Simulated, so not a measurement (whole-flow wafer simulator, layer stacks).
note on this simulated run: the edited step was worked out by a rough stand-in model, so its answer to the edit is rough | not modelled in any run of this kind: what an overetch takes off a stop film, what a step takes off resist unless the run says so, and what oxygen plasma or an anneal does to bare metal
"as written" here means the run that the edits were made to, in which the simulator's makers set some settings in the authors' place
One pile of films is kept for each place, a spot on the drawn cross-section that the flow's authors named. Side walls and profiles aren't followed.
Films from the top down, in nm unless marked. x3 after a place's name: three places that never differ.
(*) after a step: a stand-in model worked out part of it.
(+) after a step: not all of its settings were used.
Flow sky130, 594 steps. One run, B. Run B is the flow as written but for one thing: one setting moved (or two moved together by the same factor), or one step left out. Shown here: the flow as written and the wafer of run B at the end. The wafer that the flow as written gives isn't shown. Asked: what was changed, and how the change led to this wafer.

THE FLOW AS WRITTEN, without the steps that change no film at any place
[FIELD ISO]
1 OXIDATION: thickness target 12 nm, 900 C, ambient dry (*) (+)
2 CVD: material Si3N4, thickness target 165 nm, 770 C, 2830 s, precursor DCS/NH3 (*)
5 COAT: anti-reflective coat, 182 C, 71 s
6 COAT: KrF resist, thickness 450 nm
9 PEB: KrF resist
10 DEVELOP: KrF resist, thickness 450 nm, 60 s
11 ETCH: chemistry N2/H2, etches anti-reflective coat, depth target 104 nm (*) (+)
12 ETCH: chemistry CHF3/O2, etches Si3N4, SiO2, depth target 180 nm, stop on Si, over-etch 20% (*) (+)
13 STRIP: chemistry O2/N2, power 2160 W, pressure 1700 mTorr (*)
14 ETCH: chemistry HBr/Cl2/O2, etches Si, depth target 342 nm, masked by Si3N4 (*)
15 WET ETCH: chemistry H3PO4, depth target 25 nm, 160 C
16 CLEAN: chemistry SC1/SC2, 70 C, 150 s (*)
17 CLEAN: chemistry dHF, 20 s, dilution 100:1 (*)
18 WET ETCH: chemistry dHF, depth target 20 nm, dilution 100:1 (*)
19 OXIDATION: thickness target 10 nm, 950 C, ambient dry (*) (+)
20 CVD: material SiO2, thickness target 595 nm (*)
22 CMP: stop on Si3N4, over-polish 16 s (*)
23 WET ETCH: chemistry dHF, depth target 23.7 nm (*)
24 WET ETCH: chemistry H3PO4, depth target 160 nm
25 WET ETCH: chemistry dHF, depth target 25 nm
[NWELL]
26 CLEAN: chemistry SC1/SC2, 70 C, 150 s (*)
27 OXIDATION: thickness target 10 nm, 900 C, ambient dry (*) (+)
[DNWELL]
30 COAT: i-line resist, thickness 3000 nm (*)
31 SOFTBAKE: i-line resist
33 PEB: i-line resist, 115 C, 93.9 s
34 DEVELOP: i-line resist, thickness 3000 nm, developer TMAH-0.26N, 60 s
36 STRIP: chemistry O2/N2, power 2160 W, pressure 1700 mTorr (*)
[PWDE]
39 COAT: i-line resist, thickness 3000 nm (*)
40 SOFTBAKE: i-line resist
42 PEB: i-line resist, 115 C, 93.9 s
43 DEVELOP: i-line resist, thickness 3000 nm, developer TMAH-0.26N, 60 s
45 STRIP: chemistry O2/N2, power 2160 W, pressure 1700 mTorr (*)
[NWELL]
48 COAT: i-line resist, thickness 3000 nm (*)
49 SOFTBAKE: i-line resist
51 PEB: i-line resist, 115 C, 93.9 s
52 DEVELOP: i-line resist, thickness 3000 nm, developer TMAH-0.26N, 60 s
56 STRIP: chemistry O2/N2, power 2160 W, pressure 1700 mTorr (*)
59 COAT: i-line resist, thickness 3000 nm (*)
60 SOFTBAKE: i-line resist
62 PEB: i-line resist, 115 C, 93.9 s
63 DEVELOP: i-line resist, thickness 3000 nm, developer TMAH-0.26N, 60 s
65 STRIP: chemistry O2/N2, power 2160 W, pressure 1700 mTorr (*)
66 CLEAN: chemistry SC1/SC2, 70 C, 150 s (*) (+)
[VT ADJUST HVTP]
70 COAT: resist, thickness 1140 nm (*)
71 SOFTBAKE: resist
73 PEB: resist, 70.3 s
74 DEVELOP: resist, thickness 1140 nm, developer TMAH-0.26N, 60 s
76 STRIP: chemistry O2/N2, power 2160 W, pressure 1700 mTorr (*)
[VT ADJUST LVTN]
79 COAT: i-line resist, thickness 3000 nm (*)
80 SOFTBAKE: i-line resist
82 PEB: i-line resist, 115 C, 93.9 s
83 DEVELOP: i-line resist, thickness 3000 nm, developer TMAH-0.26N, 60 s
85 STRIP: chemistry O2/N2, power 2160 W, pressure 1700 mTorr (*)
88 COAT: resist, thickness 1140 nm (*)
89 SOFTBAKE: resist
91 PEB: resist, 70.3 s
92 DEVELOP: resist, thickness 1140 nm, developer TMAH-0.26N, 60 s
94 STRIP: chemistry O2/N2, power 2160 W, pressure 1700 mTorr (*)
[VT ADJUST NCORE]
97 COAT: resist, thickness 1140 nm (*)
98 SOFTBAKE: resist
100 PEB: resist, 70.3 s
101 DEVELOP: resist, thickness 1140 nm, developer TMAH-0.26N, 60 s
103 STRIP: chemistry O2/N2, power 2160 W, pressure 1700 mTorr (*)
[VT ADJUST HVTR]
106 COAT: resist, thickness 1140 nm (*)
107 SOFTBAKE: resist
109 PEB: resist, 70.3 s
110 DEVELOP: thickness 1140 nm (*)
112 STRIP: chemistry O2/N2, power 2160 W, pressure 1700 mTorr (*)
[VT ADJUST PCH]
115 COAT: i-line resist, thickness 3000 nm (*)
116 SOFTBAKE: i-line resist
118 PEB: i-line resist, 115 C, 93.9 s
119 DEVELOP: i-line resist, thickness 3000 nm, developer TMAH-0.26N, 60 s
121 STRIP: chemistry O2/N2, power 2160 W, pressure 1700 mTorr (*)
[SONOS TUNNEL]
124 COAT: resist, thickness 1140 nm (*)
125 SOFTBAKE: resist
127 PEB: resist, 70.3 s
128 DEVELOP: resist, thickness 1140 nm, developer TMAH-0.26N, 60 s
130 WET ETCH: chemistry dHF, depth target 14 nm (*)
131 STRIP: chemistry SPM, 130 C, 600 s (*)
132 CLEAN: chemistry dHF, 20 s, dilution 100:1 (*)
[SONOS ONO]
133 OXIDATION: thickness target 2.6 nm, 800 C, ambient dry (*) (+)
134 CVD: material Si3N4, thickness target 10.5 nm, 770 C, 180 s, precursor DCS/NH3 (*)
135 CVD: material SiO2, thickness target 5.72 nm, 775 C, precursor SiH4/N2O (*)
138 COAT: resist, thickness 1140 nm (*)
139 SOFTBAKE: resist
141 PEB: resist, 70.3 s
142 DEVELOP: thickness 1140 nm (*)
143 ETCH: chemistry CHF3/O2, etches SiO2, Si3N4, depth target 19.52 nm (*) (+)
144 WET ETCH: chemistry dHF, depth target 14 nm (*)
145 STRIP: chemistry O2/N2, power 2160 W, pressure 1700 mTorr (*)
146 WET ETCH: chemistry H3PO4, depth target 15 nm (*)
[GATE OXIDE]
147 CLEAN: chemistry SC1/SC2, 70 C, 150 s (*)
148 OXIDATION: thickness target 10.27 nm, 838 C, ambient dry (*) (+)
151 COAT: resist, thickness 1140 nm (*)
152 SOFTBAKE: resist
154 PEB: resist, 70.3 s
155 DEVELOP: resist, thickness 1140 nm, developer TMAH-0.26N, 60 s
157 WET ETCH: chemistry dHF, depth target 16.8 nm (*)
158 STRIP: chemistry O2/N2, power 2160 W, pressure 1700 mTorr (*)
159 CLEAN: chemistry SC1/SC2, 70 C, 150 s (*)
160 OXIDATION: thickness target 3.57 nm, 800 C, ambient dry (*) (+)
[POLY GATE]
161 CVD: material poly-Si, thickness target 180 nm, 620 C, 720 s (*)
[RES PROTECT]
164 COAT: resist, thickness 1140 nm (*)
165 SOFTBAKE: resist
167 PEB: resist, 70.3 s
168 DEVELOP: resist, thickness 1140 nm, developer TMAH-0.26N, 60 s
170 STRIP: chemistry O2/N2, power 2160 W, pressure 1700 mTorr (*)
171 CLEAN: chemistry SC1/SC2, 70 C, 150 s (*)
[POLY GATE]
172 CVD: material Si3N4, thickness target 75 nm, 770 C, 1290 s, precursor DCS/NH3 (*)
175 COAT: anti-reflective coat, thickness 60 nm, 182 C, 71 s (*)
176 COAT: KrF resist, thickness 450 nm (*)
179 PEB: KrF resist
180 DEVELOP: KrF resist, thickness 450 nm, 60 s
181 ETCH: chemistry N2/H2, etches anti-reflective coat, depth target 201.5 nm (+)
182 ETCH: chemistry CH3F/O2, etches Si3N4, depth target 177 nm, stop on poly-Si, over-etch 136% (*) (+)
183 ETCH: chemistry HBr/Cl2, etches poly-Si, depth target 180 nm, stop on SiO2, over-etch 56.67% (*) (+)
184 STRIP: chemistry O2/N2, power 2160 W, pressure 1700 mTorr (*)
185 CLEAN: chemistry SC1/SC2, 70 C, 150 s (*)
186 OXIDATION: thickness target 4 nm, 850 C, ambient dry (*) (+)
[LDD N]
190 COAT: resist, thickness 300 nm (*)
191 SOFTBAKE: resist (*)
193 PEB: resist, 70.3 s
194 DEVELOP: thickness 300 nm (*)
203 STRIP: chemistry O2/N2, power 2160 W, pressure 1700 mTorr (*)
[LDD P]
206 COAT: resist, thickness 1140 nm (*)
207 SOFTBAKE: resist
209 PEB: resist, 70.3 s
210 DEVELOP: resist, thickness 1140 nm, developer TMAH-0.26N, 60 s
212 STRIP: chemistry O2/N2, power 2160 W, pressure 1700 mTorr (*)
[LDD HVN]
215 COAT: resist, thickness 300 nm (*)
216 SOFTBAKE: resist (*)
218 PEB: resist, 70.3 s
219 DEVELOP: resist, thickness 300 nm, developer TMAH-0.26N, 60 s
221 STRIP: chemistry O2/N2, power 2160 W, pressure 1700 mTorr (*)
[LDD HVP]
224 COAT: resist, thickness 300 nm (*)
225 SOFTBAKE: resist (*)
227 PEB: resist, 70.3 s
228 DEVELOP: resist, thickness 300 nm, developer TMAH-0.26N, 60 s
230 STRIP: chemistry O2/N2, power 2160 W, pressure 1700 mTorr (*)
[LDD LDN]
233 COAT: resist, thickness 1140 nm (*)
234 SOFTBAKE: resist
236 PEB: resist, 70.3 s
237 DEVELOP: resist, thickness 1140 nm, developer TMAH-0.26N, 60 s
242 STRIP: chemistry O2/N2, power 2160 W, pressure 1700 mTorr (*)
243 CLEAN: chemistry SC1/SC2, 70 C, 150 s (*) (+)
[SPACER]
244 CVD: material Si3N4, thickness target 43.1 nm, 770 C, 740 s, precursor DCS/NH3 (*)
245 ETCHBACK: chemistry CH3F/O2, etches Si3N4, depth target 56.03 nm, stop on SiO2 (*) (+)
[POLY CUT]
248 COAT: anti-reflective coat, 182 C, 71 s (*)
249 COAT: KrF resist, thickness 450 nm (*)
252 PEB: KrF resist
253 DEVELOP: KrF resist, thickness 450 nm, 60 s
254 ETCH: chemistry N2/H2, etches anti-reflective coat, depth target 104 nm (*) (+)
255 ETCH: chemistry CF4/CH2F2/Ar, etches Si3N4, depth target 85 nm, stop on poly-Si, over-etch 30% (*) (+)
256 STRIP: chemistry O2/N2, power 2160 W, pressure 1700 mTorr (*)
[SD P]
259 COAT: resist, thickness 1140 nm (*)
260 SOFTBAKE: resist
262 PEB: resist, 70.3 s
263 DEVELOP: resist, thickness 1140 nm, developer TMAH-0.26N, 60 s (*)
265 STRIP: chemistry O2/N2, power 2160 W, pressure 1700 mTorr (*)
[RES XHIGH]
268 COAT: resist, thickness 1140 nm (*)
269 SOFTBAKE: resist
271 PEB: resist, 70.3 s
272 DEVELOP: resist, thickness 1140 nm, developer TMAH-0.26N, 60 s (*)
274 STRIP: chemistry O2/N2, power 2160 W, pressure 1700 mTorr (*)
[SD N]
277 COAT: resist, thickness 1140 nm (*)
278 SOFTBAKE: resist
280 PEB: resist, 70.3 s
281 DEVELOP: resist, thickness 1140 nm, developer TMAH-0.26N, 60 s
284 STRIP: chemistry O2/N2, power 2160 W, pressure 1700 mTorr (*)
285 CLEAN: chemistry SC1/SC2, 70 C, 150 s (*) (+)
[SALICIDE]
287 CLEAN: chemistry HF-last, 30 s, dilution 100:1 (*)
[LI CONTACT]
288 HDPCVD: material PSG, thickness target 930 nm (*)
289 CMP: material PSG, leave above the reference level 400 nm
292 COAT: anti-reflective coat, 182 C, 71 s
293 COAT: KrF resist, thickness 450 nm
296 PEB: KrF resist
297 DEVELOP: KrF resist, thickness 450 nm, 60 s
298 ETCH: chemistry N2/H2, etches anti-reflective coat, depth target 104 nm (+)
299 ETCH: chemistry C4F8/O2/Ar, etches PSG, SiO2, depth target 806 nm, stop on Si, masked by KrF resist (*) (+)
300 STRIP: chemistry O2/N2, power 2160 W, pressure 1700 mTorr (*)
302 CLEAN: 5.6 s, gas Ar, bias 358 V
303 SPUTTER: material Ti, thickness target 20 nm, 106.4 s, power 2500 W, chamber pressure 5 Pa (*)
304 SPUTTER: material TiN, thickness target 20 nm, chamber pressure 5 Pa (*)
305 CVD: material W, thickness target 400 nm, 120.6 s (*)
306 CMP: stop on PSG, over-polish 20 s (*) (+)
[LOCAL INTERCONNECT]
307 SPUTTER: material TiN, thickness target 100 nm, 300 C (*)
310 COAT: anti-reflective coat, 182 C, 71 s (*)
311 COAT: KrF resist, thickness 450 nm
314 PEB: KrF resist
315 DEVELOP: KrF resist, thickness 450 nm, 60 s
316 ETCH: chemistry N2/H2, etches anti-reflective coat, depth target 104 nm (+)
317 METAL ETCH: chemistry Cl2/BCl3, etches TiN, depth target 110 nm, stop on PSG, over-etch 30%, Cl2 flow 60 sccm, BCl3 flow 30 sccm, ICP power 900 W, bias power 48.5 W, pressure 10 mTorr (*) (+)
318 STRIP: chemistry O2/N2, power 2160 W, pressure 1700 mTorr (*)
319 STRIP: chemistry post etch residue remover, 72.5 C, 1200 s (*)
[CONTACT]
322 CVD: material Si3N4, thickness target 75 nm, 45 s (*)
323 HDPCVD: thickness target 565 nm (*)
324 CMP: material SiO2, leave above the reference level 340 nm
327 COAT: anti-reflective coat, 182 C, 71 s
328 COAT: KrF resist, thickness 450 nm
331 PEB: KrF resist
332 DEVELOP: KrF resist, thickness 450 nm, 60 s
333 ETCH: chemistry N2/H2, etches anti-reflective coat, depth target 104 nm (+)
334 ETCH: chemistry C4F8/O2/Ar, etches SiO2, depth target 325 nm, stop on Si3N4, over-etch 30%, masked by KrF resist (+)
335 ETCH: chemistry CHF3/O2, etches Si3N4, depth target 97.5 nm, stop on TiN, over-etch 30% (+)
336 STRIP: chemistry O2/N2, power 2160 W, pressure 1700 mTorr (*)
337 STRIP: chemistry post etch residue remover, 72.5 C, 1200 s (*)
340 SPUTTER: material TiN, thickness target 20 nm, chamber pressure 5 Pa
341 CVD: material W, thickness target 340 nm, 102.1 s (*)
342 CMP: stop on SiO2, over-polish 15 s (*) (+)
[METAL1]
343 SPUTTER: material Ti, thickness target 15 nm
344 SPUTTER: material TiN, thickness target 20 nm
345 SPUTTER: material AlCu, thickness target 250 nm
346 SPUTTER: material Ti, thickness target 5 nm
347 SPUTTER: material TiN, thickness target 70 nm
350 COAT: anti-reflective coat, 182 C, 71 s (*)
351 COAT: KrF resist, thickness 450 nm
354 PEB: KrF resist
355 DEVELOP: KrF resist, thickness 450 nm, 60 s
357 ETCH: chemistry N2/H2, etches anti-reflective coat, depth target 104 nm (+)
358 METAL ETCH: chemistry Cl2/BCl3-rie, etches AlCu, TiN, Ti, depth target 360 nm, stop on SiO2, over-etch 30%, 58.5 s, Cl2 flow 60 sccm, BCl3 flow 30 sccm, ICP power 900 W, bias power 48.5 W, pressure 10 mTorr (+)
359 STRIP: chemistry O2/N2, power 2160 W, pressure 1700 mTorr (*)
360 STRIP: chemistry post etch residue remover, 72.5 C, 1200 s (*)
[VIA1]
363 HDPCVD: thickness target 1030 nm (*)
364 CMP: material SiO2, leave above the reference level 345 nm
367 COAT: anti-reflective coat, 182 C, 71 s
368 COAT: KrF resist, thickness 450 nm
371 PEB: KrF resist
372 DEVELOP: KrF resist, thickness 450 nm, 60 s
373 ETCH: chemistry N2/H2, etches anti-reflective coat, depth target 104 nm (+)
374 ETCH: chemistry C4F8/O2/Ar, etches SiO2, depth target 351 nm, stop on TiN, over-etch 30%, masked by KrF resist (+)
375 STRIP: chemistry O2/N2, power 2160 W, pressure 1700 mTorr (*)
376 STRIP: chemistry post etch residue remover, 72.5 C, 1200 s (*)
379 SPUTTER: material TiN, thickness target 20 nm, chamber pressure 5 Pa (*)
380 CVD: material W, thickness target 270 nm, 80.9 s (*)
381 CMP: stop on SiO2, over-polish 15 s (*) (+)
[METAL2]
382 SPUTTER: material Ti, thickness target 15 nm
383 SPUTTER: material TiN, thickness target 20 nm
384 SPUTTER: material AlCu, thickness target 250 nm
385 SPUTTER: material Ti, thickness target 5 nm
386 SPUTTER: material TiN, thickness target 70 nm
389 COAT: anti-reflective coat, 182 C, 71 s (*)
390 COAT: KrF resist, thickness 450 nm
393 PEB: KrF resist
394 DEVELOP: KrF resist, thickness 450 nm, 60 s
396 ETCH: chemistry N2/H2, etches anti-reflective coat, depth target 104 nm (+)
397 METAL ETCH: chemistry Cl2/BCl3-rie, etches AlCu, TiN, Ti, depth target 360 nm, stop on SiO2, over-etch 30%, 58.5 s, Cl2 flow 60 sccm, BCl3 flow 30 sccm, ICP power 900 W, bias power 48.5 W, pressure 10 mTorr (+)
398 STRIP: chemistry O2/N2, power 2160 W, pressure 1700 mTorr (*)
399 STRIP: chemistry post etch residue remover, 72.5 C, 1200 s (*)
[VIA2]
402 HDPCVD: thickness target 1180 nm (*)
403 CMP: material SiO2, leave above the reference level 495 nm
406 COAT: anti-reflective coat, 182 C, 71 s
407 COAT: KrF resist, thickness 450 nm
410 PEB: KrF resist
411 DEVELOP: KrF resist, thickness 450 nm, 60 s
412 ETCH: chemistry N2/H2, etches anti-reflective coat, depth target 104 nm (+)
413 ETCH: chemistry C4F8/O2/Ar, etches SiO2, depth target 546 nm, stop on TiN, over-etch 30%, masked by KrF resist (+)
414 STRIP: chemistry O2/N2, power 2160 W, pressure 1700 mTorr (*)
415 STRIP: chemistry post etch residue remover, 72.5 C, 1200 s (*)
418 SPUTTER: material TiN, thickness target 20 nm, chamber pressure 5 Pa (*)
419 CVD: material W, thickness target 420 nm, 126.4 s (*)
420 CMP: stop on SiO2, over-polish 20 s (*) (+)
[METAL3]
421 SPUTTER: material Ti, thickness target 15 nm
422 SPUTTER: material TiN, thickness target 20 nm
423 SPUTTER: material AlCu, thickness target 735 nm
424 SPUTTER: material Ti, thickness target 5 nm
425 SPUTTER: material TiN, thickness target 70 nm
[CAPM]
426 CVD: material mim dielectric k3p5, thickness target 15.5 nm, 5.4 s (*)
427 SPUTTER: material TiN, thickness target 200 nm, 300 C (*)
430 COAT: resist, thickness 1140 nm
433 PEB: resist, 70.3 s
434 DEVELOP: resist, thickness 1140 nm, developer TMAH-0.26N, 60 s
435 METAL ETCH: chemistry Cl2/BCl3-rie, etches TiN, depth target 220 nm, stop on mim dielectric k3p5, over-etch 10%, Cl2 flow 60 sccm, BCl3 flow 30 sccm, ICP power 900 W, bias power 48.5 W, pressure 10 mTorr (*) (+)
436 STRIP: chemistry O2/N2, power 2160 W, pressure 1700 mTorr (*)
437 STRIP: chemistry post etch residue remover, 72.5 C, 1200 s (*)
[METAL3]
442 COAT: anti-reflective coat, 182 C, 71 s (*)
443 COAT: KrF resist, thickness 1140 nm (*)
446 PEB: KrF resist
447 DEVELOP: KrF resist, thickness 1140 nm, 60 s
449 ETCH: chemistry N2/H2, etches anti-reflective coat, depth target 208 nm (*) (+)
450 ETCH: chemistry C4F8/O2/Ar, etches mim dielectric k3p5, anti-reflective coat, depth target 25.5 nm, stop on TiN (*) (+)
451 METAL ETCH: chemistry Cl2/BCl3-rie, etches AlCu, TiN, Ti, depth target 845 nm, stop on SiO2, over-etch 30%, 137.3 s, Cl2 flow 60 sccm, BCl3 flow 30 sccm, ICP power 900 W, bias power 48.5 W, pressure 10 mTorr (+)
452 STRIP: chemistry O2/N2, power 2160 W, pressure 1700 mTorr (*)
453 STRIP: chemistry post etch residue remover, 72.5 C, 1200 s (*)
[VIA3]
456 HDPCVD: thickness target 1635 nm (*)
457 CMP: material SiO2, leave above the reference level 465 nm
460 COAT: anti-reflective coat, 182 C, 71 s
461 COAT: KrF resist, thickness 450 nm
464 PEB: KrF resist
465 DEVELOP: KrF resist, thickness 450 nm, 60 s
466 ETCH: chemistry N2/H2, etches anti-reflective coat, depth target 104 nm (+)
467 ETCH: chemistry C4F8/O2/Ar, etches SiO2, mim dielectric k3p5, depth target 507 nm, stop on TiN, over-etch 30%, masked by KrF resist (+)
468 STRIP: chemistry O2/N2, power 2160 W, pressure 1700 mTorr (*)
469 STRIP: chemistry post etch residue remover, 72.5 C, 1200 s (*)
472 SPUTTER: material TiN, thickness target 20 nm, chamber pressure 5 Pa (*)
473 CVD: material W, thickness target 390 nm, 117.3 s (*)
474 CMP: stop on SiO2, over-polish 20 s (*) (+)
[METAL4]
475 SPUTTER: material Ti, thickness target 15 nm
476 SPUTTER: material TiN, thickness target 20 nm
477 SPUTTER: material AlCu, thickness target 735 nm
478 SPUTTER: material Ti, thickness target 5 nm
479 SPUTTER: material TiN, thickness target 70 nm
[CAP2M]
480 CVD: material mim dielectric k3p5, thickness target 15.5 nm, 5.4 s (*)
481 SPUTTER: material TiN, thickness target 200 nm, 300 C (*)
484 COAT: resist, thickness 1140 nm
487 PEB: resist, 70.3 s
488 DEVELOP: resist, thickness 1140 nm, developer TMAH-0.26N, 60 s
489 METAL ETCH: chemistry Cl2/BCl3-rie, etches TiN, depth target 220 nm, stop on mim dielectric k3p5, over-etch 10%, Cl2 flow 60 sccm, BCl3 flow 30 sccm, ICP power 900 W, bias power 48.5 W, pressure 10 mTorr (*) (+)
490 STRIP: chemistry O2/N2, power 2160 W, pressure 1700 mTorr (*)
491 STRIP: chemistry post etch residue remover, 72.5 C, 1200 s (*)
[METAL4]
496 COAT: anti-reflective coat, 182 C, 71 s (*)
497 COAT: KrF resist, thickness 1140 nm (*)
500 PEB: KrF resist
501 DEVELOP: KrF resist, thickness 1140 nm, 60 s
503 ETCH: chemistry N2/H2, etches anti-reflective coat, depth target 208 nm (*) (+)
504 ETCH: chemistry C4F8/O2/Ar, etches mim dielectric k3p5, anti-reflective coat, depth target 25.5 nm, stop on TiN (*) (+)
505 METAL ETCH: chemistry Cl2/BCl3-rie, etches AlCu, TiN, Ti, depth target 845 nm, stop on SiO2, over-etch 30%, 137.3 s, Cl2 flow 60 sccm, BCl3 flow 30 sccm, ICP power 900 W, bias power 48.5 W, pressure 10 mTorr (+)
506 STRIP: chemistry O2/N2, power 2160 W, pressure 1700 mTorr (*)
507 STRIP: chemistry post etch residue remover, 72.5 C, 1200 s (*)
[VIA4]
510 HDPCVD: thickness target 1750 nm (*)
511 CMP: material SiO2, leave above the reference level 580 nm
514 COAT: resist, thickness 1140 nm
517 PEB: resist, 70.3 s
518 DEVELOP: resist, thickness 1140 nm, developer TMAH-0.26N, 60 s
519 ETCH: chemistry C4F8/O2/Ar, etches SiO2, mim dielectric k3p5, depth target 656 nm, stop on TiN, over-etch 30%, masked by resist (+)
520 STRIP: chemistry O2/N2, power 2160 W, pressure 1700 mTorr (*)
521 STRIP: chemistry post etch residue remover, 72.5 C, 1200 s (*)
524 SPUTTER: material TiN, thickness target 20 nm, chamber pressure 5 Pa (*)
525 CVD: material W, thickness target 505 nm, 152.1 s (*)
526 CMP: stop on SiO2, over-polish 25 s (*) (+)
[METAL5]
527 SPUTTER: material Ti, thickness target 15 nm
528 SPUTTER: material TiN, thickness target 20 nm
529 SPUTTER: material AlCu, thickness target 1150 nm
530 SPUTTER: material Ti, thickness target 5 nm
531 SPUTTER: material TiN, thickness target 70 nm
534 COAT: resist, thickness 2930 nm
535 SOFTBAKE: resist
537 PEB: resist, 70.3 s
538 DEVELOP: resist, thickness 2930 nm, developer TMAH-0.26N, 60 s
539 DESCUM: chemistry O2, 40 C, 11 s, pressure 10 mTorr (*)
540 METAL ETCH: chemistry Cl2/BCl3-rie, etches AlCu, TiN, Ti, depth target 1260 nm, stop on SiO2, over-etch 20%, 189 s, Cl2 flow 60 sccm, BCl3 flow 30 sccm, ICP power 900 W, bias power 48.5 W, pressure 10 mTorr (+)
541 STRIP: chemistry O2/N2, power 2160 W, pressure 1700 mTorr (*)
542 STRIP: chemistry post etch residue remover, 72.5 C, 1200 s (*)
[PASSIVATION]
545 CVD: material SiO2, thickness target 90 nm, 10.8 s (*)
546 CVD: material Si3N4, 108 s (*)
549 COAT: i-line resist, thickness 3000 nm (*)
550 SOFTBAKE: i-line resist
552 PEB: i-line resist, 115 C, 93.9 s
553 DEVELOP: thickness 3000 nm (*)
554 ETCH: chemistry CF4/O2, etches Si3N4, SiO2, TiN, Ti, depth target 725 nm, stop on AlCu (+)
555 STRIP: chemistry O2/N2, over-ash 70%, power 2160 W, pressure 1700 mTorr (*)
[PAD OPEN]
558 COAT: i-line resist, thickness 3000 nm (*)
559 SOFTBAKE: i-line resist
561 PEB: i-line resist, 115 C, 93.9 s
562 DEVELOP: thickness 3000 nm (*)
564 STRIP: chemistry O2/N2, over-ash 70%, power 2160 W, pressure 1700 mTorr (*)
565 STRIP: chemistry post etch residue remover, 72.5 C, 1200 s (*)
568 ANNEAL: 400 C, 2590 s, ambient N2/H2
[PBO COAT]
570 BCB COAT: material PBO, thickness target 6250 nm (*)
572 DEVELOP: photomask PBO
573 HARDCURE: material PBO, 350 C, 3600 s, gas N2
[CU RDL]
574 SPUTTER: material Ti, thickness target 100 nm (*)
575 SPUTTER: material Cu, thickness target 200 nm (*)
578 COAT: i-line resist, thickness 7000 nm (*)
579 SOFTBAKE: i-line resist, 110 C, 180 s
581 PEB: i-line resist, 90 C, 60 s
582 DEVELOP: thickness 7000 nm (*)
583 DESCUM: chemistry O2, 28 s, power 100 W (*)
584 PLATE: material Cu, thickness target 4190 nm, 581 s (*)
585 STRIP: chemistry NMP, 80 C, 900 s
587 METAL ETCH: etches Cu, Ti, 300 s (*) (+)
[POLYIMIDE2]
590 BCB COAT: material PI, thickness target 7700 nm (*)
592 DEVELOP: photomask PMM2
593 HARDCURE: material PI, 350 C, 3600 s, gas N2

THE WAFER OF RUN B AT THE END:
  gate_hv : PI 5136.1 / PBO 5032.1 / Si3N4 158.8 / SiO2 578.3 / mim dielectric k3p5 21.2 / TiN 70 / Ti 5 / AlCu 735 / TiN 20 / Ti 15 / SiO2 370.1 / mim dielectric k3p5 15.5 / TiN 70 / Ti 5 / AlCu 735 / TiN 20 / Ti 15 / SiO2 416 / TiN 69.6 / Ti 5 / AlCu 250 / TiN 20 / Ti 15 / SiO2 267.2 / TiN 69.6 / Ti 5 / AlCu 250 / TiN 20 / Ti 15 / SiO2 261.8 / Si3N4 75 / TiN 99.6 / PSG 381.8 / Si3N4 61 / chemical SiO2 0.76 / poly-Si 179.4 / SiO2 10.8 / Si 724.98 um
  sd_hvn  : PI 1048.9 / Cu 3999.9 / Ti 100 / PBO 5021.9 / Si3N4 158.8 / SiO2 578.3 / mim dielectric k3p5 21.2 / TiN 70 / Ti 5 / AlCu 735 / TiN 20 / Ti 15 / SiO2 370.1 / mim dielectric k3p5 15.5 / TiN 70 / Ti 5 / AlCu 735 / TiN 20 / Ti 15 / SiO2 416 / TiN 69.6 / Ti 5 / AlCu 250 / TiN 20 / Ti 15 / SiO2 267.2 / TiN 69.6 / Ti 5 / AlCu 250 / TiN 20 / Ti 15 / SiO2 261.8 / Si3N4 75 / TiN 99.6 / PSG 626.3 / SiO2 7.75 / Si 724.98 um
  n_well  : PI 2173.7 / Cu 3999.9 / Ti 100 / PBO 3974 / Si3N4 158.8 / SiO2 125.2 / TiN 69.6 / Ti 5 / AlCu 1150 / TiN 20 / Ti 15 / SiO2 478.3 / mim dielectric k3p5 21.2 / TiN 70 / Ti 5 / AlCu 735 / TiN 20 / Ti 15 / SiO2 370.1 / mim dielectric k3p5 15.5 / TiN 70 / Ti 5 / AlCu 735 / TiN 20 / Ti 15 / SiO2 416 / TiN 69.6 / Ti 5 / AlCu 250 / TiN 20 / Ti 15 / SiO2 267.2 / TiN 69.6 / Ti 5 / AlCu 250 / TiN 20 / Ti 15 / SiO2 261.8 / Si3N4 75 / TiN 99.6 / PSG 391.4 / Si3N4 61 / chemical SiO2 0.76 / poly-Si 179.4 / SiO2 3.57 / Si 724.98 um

The cause: step 480, CVD: thickness target 21.2 nm was run, where the flow has thickness target 15.5 nm; step 480, CVD: 7.4 s was run, where the flow has 5.4 s.
It can be read off the wafer: gate_hv has mim dielectric k3p5 21.2, and step 480 as written asks for 15.5 nm.

How the change led to this, step by step:
  480 CVD: material mim dielectric k3p5, thickness target 15.5 nm, 5.4 s (*)
      field, active, n_well and 189 more: mim dielectric k3p5 +21.2 (new film) (as written it would be: mim dielectric k3p5 +15.5 (new film))
  504 ETCH: chemistry C4F8/O2/Ar, etches mim dielectric k3p5, anti-reflective coat, depth target 25.5 nm, stop on TiN (*) (+)
      n_well, p_well, gate_hv and 102 more: KrF resist -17 (as written it would be: KrF resist -15.5)
      field, active, gate and 85 more: mim dielectric k3p5 -21.2 (all of it) (as written it would be: mim dielectric k3p5 -15.5 (all of it))
  519 ETCH: chemistry C4F8/O2/Ar, etches SiO2, mim dielectric k3p5, depth target 656 nm, stop on TiN, over-etch 30%, masked by resist (+)
      m1: SiO2 -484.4 (all of it), mim dielectric k3p5 -21.2 (all of it) (as written it would be: SiO2 -490.1 (all of it), mim dielectric k3p5 -15.5 (all of it))
      via4_hole: SiO2 -483.8 (all of it), mim dielectric k3p5 -21.2 (all of it) (as written it would be: SiO2 -489.5 (all of it), mim dielectric k3p5 -15.5 (all of it))
